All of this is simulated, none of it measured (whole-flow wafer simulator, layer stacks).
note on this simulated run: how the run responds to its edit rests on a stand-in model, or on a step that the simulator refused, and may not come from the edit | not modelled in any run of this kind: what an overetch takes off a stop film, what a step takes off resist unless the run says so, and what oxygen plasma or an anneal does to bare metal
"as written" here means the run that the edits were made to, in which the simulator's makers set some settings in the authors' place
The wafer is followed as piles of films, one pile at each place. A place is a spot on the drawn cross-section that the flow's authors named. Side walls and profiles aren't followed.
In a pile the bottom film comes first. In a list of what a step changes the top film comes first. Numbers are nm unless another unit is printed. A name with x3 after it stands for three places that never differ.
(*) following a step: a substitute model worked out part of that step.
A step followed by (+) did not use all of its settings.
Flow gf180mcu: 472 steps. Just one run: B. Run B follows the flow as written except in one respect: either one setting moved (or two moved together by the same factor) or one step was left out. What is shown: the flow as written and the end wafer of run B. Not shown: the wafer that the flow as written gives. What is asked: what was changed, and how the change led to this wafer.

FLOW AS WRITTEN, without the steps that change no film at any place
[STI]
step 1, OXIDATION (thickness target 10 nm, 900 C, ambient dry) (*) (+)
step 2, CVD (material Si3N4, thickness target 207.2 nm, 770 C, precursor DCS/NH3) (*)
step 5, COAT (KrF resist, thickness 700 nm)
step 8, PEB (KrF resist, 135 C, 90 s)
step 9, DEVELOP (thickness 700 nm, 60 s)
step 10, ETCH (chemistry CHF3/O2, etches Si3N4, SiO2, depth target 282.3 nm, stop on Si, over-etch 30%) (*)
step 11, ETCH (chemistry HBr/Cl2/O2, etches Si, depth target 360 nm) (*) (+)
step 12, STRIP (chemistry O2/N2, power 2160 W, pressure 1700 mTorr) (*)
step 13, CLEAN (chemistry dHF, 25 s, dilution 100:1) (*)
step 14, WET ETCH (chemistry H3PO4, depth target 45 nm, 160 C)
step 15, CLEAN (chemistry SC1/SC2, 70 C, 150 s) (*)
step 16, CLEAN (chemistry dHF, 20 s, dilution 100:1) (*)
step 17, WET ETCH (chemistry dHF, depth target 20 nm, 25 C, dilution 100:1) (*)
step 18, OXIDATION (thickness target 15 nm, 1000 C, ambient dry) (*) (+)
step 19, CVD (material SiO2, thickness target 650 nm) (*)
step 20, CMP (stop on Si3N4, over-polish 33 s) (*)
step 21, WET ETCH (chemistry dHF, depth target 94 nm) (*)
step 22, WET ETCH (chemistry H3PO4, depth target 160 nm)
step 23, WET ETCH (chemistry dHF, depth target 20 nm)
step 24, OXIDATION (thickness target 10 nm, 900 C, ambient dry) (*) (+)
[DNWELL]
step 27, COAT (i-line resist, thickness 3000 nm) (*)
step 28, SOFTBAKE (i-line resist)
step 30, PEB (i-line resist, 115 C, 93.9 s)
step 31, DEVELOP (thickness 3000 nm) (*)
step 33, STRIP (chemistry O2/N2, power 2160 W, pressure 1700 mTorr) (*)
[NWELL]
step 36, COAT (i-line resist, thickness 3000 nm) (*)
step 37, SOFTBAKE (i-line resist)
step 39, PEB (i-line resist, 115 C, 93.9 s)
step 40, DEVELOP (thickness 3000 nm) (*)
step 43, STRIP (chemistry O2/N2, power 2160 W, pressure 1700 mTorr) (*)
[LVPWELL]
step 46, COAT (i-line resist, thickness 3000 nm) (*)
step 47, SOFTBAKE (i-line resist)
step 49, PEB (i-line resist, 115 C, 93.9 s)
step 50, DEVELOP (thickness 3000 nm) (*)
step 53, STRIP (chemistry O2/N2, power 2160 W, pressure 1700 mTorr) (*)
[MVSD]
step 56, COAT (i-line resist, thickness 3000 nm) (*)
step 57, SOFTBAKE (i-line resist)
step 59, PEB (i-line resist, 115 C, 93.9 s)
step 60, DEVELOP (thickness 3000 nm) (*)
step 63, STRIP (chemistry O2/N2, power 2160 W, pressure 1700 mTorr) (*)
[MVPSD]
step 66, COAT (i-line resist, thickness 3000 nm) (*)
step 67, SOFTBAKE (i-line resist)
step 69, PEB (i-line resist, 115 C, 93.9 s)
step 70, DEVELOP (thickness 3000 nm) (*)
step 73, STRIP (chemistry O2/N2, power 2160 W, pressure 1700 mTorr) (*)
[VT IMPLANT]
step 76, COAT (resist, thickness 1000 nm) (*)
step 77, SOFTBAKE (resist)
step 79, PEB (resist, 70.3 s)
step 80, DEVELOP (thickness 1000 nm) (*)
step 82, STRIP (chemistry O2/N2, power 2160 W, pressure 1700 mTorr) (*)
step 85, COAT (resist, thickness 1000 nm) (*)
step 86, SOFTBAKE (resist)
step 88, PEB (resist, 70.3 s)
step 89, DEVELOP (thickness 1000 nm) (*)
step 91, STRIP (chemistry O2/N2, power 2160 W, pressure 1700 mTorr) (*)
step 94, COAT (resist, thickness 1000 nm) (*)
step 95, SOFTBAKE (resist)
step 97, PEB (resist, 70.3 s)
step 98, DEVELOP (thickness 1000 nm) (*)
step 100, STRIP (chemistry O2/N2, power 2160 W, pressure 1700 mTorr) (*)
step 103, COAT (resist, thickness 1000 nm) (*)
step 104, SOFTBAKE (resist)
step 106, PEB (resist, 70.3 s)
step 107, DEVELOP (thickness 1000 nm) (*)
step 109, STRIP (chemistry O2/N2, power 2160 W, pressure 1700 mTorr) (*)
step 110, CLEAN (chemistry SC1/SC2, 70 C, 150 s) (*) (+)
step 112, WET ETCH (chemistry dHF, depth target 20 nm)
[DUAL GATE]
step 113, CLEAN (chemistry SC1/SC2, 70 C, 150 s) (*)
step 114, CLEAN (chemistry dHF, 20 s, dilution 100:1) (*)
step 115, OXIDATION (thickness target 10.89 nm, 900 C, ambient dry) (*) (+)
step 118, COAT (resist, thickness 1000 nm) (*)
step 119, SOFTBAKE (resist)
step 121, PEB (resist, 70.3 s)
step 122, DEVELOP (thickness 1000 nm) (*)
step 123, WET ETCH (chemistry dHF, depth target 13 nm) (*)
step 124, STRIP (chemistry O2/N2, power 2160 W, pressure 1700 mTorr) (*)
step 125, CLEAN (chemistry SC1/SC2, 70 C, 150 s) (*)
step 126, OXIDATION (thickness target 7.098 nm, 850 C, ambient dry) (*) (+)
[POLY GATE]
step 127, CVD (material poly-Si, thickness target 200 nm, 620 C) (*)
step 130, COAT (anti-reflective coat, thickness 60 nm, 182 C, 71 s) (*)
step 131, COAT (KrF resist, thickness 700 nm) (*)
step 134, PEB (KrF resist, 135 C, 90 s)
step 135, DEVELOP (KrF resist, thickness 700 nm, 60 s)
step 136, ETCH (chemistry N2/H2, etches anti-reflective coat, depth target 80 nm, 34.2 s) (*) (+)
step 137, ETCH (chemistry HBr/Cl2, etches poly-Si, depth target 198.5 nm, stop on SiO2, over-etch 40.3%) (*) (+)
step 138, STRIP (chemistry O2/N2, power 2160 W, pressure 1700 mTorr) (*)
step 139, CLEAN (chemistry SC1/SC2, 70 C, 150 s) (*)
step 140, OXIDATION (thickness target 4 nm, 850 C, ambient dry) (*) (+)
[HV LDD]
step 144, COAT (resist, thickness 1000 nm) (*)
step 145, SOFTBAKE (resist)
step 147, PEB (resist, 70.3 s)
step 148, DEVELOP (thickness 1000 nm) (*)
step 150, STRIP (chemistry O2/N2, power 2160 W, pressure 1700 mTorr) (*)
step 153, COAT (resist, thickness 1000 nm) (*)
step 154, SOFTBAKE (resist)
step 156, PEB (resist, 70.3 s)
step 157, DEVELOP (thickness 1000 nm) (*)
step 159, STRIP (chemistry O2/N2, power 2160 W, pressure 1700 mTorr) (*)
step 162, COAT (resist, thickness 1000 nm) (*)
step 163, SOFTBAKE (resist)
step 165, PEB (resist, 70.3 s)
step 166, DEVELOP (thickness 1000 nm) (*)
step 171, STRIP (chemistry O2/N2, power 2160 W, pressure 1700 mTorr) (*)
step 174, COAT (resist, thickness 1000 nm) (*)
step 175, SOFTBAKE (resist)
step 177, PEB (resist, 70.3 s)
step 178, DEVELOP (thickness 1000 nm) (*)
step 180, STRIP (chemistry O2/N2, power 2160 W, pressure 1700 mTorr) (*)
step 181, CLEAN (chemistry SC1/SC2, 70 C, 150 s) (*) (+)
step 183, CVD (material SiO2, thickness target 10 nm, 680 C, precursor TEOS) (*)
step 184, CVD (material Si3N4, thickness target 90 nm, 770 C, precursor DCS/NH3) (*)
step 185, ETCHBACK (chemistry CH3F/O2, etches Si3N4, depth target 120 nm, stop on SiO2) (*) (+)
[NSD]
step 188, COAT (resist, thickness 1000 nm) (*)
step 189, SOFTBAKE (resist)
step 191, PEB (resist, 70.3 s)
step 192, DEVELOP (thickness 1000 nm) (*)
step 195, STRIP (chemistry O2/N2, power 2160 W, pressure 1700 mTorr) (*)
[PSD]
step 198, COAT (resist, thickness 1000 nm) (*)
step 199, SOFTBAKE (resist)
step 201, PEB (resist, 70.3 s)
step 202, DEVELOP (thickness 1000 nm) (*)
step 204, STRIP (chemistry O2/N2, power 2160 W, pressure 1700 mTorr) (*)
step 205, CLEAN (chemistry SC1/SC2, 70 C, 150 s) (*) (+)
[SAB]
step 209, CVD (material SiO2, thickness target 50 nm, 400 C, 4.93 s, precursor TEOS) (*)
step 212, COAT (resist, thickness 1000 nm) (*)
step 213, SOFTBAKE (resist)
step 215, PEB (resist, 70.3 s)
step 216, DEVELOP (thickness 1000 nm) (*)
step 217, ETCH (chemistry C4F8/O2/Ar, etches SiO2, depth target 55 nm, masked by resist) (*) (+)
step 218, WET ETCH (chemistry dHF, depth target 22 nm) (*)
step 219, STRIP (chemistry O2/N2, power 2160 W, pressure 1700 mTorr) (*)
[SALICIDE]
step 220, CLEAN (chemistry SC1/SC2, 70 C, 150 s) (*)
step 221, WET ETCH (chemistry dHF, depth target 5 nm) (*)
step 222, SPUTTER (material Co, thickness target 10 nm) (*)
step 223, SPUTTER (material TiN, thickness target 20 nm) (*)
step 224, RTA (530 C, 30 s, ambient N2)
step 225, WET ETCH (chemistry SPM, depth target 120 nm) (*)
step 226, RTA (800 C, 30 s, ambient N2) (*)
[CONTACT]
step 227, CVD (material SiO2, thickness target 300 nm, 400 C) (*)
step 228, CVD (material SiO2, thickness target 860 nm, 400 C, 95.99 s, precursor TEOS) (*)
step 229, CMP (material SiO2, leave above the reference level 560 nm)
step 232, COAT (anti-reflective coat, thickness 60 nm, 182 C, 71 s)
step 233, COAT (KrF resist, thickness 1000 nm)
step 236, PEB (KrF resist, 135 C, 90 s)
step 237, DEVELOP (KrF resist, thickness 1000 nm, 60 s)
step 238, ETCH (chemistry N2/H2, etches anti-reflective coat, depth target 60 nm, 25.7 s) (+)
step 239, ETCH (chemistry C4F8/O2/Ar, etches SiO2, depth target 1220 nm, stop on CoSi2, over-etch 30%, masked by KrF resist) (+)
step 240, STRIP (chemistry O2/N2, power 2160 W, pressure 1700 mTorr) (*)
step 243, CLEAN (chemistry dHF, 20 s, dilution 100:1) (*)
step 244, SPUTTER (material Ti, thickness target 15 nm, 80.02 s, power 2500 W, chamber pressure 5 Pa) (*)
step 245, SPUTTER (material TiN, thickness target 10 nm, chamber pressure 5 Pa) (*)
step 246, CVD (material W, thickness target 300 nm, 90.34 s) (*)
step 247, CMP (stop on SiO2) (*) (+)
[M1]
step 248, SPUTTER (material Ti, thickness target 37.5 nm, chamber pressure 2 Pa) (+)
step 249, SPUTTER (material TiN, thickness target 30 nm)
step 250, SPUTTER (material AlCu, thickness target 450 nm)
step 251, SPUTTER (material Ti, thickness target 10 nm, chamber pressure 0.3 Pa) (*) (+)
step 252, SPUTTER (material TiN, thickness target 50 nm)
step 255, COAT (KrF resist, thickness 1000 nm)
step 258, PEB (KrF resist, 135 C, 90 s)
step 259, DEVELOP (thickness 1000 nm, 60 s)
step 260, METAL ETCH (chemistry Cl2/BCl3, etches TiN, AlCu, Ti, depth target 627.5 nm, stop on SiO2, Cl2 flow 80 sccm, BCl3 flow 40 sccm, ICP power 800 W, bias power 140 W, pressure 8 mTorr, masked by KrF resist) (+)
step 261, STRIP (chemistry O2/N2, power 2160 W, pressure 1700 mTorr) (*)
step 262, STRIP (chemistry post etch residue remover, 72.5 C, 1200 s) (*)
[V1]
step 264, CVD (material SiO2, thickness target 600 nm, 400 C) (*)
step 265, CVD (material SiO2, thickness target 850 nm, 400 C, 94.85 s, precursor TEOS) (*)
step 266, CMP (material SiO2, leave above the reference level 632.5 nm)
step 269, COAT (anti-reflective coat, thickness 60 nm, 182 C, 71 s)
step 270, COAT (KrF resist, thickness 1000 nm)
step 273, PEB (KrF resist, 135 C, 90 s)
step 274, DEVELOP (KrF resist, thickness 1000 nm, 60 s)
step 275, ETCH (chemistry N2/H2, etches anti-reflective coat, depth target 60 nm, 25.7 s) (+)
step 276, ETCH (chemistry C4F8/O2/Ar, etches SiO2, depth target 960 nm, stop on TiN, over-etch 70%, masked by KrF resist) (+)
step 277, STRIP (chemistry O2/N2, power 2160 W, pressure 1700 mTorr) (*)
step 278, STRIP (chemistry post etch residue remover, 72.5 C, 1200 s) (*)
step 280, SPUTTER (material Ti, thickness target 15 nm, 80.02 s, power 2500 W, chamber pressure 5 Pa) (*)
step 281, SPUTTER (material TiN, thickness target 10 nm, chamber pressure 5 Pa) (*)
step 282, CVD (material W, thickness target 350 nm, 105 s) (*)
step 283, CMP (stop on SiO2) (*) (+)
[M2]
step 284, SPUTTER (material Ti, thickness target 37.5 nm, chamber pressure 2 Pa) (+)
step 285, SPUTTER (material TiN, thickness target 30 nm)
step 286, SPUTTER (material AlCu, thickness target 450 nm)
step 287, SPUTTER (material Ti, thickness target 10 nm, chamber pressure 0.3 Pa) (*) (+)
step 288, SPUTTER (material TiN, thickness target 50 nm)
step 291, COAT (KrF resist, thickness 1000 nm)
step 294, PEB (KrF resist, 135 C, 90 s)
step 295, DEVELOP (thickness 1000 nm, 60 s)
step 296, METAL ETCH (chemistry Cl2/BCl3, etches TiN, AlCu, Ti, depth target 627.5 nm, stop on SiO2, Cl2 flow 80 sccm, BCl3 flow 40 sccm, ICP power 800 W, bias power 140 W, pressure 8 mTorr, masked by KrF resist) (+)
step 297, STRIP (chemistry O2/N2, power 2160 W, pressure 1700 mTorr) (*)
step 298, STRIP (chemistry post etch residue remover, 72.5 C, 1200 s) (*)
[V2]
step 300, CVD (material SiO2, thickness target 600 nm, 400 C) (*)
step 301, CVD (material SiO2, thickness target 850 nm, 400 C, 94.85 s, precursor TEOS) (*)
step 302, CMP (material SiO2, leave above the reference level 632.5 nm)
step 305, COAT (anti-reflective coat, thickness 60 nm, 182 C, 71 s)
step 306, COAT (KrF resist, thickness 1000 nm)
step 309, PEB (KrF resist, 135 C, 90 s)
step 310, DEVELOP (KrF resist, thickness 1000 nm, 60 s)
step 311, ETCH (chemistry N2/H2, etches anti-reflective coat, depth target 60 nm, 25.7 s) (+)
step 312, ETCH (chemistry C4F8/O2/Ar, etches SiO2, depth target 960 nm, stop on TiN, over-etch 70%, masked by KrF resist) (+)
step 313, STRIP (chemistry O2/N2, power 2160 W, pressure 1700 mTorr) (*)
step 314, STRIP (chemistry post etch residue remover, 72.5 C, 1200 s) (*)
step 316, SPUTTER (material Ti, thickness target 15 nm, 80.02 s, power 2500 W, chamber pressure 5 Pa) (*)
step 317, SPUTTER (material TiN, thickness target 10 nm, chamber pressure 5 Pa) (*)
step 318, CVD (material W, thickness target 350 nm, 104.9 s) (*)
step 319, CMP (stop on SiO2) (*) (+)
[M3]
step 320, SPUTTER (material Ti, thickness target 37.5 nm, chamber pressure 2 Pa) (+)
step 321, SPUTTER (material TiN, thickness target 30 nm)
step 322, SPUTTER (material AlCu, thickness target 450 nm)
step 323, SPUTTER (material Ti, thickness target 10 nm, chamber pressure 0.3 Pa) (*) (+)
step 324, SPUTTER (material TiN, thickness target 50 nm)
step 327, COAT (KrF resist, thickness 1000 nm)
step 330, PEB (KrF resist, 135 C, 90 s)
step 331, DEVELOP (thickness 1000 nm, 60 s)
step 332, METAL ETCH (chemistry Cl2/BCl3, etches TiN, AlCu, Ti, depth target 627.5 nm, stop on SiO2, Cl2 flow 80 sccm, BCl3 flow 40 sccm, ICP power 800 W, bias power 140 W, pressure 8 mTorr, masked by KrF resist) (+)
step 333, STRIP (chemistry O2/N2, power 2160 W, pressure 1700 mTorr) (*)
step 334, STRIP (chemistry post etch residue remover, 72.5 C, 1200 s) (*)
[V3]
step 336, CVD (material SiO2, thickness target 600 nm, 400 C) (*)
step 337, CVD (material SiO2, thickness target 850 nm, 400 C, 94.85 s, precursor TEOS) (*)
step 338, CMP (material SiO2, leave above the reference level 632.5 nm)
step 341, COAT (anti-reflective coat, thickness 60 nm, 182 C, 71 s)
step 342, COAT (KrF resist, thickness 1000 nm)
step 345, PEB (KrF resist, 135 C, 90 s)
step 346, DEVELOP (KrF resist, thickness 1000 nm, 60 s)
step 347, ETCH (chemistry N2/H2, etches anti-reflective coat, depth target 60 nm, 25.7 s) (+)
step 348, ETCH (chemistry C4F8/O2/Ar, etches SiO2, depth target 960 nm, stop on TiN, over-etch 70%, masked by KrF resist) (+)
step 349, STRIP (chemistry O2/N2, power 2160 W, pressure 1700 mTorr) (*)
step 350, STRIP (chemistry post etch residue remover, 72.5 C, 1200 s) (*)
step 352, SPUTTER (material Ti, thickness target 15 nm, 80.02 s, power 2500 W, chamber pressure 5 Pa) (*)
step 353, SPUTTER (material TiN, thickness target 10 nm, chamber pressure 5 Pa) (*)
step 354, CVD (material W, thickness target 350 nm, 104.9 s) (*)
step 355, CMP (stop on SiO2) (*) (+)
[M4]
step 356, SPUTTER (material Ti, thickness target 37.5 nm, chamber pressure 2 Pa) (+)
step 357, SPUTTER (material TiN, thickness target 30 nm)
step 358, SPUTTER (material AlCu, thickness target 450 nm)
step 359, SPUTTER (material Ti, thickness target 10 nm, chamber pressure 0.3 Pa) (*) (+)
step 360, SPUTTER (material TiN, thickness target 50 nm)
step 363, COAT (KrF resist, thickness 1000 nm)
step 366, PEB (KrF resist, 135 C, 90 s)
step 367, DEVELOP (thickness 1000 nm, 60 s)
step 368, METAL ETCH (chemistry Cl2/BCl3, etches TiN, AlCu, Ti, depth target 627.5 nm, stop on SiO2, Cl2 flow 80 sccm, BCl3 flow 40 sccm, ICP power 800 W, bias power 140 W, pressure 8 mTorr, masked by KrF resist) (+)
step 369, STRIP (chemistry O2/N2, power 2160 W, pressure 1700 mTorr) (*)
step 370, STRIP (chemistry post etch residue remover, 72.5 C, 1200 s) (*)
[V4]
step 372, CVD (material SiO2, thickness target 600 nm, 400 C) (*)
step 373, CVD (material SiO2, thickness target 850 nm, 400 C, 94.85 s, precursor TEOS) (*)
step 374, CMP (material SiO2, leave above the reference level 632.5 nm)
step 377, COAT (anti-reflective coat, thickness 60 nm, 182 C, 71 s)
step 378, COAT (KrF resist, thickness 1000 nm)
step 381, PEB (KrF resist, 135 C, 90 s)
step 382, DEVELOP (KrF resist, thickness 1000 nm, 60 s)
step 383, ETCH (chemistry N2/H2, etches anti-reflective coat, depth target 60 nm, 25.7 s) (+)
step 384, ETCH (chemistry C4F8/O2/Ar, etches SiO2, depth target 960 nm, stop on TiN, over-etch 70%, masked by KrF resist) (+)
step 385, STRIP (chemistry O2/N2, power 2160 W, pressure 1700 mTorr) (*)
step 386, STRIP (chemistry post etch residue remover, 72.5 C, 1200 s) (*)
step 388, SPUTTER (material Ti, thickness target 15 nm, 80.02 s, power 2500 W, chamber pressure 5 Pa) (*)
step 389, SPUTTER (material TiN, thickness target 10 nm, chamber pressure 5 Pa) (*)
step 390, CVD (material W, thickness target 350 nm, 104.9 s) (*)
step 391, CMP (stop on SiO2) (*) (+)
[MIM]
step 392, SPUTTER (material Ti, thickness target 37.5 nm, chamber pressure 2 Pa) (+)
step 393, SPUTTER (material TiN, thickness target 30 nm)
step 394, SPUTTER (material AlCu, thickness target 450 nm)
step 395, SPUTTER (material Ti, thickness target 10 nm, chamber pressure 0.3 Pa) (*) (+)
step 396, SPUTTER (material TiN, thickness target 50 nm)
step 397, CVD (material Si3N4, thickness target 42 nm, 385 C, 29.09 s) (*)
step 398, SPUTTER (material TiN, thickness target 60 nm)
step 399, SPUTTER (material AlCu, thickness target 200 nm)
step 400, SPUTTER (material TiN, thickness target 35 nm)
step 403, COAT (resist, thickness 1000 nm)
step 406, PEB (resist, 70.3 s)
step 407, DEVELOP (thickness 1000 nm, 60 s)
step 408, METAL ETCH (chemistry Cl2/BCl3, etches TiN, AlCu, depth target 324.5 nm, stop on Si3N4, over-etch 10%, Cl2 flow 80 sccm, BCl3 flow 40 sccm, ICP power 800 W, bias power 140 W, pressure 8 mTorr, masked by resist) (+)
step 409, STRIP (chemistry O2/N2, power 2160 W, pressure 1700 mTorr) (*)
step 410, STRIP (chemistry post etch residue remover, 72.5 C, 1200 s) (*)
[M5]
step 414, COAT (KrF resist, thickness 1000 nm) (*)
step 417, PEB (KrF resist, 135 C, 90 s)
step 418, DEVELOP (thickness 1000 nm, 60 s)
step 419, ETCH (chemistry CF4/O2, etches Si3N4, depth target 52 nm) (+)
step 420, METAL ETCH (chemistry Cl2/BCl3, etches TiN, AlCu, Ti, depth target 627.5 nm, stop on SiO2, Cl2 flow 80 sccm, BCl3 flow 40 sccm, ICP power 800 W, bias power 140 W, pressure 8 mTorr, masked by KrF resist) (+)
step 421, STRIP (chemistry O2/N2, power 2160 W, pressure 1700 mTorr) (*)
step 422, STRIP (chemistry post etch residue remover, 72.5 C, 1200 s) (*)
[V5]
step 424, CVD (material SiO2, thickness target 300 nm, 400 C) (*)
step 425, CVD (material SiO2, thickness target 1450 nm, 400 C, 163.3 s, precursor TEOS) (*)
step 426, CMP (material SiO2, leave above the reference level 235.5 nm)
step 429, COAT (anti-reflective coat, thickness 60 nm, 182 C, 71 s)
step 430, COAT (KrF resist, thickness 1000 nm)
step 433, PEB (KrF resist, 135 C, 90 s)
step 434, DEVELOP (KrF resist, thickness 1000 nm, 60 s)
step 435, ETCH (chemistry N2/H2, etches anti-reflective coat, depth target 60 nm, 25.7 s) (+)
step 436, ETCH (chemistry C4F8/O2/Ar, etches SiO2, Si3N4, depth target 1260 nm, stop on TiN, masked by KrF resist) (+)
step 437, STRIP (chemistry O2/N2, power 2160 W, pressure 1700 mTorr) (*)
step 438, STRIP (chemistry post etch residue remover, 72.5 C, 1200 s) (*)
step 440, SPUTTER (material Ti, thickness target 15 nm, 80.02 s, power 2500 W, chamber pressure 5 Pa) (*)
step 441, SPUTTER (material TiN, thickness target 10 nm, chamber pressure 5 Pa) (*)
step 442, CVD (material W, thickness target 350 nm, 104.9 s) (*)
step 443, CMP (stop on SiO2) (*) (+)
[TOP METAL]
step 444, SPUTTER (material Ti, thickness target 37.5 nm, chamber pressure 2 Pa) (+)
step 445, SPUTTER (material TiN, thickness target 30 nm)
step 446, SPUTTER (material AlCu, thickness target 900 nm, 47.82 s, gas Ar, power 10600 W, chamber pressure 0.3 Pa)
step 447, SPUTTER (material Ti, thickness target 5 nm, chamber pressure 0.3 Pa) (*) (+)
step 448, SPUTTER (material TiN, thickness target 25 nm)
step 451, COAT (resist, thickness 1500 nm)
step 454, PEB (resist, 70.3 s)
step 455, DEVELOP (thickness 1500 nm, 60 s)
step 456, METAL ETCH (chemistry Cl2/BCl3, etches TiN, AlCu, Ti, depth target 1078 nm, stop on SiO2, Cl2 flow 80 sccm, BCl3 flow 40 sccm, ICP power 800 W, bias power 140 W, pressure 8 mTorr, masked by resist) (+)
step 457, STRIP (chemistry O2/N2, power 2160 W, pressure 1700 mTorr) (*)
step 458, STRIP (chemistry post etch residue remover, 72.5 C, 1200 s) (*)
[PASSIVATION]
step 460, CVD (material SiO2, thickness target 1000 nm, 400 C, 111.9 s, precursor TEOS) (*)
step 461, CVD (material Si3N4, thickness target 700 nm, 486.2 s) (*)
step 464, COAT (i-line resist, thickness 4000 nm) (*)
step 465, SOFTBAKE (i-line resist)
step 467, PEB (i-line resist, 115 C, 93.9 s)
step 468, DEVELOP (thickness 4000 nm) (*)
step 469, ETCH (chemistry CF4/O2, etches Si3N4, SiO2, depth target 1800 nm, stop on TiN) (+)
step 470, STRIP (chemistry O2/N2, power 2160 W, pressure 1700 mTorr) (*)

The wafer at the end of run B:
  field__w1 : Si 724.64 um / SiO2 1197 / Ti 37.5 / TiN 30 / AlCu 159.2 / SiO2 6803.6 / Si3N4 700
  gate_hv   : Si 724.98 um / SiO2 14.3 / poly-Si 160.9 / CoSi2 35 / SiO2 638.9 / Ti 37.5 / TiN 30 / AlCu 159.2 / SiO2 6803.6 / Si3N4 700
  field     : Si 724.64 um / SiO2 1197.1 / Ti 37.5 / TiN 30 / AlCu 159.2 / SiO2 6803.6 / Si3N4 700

Cause: step 260, METAL ETCH: depth target 345.1 nm was run, while the flow as written has depth target 627.5 nm.

The path from the change to this, step by step:
  step 260, METAL ETCH (chemistry Cl2/BCl3, etches TiN, AlCu, Ti, depth target 627.5 nm, stop on SiO2, Cl2 flow 80 sccm, BCl3 flow 40 sccm, ICP power 800 W, bias power 140 W, pressure 8 mTorr, masked by KrF resist) (+)
      field, field__w1, field__w2 and 99 more: TiN loses 50 (all of it), Ti loses 10 (all of it), AlCu loses 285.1 (in the flow as written it would be: TiN loses 50 (all of it), Ti loses 10 (all of it), AlCu loses 450 (all of it), TiN loses 30 (all of it), Ti loses 37.5 (all of it))
      field__w8, contact, m1 and 6 more: KrF resist loses 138 (in the flow as written it would be: KrF resist loses 251)
  step 261, STRIP (chemistry O2/N2, power 2160 W, pressure 1700 mTorr) (*)
      field__w8, contact, m1 and 6 more: KrF resist loses 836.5 (all of it) (in the flow as written it would be: KrF resist loses 723.5 (all of it))
  step 262, STRIP (chemistry post etch residue remover, 72.5 C, 1200 s) (*)
      field, field__w1, field__w2 and 99 more: AlCu loses 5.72 (in the flow as written it would be: nothing)
  step 264, CVD (material SiO2, thickness target 600 nm, 400 C) (*)
      field, field__w1, field__w2 and 99 more: SiO2 gains 600 (new film) (in the flow as written it would be: SiO2 gains 600)
  step 266, CMP (material SiO2, leave above the reference level 632.5 nm)
      field, field__w1, field__w2 and 99 more: SiO2 loses 526.7 (in the flow as written it would be: SiO2 loses 300)
Taking metal films that touch as one body, field__w1 has 1 body; the flow as written gives 0 bodies.
Taking metal films that touch as one body, gate_hv has 2 bodies (between them, from the top down: SiO2 638.9); the flow as written gives 1 body.
Taking metal films that touch as one body, field has 1 body; the flow as written gives 0 bodies.
